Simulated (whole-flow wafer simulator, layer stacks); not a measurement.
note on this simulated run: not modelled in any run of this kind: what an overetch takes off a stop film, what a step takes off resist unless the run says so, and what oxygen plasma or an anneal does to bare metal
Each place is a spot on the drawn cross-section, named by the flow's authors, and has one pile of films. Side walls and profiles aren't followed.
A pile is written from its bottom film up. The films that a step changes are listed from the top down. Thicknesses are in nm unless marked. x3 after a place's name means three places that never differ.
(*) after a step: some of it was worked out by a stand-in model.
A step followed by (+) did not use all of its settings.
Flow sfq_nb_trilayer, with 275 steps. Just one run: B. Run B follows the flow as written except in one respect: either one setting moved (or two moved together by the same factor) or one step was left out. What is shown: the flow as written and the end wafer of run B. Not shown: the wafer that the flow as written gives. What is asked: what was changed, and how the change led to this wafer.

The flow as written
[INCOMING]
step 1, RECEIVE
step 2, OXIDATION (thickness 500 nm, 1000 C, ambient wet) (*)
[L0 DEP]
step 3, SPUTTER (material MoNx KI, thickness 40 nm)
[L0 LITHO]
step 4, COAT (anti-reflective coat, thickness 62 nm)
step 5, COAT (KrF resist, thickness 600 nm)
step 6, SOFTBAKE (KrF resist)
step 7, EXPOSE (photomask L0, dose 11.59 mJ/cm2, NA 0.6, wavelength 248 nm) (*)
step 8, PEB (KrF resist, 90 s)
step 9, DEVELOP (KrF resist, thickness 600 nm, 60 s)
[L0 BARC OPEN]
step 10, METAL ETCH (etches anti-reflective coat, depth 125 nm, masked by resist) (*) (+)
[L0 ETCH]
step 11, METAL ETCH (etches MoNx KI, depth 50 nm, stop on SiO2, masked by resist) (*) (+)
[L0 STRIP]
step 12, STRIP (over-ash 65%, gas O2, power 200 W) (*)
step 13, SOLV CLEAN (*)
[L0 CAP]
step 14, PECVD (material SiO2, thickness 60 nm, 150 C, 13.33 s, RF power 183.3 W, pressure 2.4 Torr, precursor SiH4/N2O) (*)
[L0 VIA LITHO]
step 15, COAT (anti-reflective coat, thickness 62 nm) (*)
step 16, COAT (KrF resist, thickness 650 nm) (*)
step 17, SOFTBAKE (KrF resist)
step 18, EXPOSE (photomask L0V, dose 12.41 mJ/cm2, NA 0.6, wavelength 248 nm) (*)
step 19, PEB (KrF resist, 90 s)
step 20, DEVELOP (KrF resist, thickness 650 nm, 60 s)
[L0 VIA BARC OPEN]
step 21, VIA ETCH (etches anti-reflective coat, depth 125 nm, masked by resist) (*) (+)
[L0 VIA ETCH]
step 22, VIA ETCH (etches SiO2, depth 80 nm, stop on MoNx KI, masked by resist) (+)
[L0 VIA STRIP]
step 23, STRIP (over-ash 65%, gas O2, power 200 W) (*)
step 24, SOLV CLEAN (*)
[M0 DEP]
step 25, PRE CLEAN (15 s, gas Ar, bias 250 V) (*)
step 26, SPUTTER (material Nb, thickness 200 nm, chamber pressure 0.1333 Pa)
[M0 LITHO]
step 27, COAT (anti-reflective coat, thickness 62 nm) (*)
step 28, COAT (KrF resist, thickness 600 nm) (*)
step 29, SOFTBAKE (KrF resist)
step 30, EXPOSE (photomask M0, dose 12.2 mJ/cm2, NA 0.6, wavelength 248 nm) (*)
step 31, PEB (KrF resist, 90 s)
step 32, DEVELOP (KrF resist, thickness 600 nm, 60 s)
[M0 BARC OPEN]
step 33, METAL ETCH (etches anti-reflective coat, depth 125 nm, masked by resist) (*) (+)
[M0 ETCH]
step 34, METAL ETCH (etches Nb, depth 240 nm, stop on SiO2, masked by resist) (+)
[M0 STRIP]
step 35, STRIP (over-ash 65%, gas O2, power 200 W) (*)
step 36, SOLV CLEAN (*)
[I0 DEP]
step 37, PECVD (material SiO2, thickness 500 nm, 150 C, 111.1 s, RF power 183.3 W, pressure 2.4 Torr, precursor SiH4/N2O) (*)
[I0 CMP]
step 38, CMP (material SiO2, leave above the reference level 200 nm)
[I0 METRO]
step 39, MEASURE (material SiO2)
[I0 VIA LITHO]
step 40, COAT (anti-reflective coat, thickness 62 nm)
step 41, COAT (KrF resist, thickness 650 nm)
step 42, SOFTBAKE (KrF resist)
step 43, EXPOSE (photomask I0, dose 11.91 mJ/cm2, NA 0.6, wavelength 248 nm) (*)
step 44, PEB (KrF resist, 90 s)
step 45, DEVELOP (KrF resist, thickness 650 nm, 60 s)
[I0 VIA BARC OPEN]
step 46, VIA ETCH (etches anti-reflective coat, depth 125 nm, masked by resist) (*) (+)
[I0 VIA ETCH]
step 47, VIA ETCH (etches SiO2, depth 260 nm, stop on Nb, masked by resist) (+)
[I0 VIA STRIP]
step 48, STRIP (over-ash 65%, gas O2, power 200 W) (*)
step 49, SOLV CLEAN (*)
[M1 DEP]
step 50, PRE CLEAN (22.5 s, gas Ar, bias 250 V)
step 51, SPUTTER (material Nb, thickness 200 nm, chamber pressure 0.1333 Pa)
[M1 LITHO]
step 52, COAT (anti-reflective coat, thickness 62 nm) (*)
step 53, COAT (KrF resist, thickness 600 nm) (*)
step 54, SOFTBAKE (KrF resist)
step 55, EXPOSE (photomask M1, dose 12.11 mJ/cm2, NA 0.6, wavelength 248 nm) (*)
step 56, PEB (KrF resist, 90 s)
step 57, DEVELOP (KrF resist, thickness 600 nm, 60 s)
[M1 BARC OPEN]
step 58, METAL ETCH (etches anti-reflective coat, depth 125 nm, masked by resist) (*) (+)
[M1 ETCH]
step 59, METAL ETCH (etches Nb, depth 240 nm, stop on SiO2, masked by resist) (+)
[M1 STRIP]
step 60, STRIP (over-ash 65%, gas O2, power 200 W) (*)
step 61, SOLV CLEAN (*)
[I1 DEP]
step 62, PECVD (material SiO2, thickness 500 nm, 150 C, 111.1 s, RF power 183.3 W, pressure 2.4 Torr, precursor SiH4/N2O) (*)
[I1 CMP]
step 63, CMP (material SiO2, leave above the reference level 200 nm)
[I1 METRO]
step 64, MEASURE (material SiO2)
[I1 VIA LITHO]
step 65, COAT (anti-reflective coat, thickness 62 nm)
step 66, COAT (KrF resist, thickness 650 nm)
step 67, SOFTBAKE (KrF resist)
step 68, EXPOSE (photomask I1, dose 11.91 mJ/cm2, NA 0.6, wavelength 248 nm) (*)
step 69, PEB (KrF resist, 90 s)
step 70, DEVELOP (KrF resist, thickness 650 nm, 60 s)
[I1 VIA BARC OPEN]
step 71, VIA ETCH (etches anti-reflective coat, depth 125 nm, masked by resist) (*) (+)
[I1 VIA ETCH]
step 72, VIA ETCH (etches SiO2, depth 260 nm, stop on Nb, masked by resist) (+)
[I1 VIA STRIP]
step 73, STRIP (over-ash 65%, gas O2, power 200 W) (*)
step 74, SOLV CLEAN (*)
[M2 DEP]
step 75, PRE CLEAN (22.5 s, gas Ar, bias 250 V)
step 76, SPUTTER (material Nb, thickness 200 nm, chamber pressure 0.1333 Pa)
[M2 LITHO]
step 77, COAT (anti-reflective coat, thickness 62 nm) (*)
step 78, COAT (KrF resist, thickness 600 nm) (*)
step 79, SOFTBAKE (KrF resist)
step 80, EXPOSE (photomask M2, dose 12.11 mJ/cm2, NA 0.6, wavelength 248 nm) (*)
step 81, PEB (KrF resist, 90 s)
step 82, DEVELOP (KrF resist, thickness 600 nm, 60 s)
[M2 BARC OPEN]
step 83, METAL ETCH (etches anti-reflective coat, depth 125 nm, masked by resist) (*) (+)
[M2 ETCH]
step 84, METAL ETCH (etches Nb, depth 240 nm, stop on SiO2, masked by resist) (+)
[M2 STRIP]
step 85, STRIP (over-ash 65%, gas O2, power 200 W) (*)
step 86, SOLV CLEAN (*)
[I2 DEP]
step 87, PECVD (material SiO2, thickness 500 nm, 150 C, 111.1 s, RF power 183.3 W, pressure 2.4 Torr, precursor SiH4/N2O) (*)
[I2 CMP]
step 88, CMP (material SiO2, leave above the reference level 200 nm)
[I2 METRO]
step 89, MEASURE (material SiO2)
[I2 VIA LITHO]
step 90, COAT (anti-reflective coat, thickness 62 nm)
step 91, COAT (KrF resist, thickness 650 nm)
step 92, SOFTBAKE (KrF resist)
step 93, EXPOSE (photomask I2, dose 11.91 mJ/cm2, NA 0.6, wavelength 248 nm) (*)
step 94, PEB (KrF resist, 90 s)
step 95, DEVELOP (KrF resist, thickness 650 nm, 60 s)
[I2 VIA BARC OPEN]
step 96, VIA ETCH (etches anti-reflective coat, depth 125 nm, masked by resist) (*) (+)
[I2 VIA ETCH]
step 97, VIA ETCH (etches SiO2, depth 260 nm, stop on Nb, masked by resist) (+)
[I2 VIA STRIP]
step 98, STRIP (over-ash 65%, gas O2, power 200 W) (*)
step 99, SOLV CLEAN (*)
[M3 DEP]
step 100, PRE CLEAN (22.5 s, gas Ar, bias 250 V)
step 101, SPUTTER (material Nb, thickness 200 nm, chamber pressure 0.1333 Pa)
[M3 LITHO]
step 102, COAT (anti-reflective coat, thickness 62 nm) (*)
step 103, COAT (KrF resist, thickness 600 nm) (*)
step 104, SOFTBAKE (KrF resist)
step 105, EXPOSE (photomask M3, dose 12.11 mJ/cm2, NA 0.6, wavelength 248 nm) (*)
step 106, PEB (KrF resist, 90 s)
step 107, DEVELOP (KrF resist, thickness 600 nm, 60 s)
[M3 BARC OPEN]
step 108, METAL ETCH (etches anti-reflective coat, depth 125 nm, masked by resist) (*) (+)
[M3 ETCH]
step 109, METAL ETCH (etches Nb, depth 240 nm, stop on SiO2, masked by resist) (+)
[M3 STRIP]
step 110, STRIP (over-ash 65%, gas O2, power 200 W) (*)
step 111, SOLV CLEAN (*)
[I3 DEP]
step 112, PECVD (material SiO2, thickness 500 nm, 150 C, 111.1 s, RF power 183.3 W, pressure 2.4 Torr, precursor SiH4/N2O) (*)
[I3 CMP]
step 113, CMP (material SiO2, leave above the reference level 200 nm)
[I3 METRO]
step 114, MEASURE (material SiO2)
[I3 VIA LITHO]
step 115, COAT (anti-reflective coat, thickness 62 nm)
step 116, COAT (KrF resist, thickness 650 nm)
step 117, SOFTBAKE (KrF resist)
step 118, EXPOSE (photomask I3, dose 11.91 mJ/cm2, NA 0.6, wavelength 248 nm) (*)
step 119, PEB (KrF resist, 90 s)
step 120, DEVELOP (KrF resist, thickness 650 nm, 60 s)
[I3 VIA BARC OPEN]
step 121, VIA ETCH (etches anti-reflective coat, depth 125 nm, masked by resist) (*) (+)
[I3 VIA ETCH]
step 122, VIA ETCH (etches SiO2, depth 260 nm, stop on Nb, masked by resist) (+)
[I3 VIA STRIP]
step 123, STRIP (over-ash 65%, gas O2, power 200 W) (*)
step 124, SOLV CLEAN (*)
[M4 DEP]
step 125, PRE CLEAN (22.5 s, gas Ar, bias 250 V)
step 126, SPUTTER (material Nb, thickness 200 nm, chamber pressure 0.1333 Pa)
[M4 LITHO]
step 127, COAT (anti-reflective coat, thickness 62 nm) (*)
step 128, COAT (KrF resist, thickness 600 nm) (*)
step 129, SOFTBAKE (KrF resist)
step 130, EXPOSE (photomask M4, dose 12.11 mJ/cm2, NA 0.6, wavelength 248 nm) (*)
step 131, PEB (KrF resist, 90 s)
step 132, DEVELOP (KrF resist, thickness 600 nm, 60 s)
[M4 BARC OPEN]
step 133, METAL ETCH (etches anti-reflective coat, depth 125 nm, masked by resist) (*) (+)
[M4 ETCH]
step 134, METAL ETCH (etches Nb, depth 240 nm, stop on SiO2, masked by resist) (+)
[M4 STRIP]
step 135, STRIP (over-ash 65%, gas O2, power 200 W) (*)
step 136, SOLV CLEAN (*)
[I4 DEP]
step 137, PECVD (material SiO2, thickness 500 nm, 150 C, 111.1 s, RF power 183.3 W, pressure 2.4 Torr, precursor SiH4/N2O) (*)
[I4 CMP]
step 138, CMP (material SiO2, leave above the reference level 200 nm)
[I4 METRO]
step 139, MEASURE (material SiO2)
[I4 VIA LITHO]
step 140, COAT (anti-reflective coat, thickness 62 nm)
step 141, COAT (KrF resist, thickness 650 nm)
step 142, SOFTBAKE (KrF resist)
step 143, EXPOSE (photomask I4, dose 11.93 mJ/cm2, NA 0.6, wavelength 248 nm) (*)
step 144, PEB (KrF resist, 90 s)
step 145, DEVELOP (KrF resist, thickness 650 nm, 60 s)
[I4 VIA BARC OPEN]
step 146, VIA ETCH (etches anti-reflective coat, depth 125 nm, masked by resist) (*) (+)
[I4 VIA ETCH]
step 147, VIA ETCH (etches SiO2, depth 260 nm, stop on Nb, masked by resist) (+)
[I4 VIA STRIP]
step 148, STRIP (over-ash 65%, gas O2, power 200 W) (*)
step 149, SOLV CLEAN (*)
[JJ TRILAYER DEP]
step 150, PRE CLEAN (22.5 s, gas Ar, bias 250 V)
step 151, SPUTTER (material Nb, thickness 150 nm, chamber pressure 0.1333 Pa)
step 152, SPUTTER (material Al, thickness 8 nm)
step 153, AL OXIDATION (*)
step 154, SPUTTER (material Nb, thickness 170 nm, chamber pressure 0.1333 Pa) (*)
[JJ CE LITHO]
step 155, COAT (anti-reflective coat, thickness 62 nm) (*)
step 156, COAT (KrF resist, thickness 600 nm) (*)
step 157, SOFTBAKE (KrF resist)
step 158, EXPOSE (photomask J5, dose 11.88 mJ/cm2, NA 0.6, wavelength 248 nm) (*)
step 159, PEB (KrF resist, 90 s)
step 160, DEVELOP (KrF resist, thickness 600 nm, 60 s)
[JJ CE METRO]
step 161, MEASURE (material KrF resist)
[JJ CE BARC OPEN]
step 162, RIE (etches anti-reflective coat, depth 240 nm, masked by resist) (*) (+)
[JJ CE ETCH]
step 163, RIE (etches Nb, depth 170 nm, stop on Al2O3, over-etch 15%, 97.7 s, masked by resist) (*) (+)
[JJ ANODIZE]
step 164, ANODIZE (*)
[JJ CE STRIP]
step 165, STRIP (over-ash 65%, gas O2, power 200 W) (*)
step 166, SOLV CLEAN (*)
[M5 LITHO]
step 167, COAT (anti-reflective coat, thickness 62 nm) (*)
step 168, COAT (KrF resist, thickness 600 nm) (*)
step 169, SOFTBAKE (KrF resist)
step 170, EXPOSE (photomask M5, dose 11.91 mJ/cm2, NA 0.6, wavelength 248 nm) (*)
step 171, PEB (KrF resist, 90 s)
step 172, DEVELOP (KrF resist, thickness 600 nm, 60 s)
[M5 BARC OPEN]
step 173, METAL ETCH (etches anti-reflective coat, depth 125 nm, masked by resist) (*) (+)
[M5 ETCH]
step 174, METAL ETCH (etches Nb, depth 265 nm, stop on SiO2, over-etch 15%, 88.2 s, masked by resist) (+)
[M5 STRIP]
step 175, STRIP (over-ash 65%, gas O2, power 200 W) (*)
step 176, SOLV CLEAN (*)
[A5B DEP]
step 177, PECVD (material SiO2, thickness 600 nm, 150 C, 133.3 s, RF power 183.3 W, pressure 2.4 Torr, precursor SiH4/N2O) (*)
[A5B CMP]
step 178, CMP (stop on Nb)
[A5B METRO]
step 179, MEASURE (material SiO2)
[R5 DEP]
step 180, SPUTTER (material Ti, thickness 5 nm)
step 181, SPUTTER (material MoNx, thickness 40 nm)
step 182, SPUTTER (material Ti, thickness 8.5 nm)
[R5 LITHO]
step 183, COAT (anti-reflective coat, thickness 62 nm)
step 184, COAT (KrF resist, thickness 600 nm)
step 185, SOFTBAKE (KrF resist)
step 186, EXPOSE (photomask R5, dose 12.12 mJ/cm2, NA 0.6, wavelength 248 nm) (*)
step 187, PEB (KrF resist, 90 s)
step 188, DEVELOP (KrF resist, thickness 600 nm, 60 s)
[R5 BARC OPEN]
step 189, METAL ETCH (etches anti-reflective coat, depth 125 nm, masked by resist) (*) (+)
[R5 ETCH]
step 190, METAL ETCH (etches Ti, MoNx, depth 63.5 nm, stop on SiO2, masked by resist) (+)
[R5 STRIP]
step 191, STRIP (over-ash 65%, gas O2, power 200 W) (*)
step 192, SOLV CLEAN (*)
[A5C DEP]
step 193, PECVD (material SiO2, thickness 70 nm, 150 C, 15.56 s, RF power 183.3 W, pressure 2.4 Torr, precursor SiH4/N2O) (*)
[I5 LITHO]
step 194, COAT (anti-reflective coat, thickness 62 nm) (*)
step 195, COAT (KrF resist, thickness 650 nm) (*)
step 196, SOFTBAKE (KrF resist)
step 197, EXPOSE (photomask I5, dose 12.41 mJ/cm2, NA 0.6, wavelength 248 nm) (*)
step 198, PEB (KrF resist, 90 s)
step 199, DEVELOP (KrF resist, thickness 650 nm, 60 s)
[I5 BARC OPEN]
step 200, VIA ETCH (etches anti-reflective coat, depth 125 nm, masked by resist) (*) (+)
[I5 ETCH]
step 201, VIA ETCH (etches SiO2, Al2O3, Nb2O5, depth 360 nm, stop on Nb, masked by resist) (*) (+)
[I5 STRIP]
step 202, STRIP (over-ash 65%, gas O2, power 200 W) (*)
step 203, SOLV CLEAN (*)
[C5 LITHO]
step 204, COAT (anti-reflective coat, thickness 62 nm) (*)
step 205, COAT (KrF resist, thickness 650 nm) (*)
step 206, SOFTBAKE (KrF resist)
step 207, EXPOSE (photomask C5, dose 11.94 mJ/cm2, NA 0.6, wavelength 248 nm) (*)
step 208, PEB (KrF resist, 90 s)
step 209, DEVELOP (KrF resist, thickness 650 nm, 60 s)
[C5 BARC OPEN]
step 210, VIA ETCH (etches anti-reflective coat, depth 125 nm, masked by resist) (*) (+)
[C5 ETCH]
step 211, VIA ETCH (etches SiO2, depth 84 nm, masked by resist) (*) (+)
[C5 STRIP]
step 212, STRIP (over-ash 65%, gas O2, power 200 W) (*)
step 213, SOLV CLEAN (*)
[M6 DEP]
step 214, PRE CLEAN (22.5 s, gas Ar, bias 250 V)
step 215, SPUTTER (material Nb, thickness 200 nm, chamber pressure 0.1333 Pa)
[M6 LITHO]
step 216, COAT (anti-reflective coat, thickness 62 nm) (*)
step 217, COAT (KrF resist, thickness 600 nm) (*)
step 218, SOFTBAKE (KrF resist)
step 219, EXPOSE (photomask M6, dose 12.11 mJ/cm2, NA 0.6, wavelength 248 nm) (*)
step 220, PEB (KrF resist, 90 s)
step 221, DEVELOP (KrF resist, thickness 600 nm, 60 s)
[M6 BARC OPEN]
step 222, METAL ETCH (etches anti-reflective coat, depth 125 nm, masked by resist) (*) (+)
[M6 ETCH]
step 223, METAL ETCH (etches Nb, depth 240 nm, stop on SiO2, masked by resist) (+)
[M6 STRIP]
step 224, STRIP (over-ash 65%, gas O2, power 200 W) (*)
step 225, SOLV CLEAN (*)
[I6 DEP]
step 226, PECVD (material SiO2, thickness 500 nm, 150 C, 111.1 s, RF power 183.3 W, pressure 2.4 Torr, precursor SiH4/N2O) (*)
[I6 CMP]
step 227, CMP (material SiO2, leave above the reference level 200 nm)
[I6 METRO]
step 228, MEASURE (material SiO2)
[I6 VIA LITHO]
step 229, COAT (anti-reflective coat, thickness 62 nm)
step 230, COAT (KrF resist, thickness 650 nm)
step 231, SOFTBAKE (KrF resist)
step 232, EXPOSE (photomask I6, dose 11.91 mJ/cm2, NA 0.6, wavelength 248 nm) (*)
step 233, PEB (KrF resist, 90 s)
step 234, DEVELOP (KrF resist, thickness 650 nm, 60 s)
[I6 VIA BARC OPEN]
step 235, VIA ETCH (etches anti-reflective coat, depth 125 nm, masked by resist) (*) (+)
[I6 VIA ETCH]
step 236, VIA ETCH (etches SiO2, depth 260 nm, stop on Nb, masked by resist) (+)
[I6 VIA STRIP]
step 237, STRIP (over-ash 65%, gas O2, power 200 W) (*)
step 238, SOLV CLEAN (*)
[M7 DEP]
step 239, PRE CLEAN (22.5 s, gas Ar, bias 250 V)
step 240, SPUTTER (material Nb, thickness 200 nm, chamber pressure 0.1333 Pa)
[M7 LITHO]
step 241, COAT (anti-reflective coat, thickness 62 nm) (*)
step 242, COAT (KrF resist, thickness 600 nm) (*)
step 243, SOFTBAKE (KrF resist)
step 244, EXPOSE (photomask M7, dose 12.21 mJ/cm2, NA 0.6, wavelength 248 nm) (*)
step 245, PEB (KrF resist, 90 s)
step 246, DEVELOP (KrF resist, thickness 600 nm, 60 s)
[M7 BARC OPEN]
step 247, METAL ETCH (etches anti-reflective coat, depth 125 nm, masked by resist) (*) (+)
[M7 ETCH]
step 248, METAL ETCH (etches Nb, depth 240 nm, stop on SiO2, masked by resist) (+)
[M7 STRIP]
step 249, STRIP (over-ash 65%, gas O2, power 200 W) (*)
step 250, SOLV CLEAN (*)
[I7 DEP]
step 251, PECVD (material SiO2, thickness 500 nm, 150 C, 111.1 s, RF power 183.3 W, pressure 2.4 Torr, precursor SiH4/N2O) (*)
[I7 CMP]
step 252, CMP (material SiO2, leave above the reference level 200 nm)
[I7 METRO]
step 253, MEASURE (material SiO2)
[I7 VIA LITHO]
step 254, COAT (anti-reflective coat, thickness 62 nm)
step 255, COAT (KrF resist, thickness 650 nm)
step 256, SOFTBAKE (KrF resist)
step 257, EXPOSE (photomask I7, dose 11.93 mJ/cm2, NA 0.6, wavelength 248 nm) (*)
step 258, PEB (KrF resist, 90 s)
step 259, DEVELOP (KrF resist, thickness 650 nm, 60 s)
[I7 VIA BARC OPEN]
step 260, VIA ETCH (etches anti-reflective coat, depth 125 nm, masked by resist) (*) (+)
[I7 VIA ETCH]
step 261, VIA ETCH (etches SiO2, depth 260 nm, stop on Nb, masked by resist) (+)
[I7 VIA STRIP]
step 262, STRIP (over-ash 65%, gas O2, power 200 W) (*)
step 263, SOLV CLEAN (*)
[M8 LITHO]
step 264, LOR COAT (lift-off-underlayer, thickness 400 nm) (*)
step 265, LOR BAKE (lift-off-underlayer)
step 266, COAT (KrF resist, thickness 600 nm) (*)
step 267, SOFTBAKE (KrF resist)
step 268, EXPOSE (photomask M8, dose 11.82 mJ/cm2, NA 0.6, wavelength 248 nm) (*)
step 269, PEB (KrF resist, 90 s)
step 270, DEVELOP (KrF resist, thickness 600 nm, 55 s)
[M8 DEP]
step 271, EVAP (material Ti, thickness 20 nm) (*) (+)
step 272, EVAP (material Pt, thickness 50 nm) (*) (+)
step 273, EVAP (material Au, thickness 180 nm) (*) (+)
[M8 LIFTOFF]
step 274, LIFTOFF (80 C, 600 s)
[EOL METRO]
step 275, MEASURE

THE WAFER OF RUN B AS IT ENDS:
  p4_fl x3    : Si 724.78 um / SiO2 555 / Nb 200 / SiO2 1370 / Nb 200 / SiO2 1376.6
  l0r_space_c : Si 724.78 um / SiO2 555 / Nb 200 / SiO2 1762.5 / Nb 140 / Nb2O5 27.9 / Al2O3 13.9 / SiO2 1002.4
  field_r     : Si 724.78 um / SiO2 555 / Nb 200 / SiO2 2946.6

The reason: step 152, SPUTTER: thickness 8.71 nm was run, while the flow as written has thickness 8 nm.

Step by step, how the change led to this:
  step 152, SPUTTER (material Al, thickness 8 nm)
      field_l, v_sur, via_sp and 100 more: +8.71 Al (new film) (in the flow as written it would be: +8 Al (new film))
      via_w: +7.76 Al (new film) (in the flow as written it would be: +7.12 Al (new film))
  step 164, ANODIZE (*)
      field_l, v_sur, via_sp and 96 more: +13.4 Al2O3, +27.9 Nb2O5 (new film), -8.13 Al (all of it), -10 Nb (in the flow as written it would be: +12.2 Al2O3, +29.9 Nb2O5 (new film), -7.42 Al (all of it), -10.8 Nb)
      via_wl, via_wr: +8.27 Al2O3 (new film), +37.8 Nb2O5 (new film), -5.01 Al (all of it), -13.6 Nb (in the flow as written it would be: +7.52 Al2O3 (new film), +39.2 Nb2O5 (new film), -4.56 Al (all of it), -14.1 Nb)
      (and at 1 other place as well)
  step 167, COAT (anti-reflective coat, thickness 62 nm) (*)
      ce_l: +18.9 anti-reflective coat (new film) (in the flow as written it would be: +19.6 anti-reflective coat (new film))
      ce_r: +19 anti-reflective coat (new film) (in the flow as written it would be: +19.7 anti-reflective coat (new film))
  step 174, METAL ETCH (etches Nb, depth 265 nm, stop on SiO2, over-etch 15%, 88.2 s, masked by resist) (+)
      field_l, r_sur, res and 50 more: -13.8 Al2O3 (all of it), -27.9 Nb2O5 (all of it), -140 Nb (all of it), -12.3 SiO2 (in the flow as written it would be: -12.6 Al2O3 (all of it), -29.9 Nb2O5 (all of it), -139.2 Nb (all of it), -12.3 SiO2)
  step 175, STRIP (over-ash 65%, gas O2, power 200 W) (*)
      ce_l: -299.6 KrF resist (all of it), -18.9 anti-reflective coat (all of it) (in the flow as written it would be: -299.6 KrF resist (all of it), -19.6 anti-reflective coat (all of it))
      ce_r: -299.8 KrF resist (all of it), -19 anti-reflective coat (all of it) (in the flow as written it would be: -299.9 KrF resist (all of it), -19.7 anti-reflective coat (all of it))
  step 201, VIA ETCH (etches SiO2, Al2O3, Nb2O5, depth 360 nm, stop on Nb, masked by resist) (*) (+)
      be: -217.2 SiO2 (all of it), -13.9 Al2O3 (all of it), -27.9 Nb2O5 (all of it) (in the flow as written it would be: -216.4 SiO2 (all of it), -12.7 Al2O3 (all of it), -29.9 Nb2O5 (all of it))
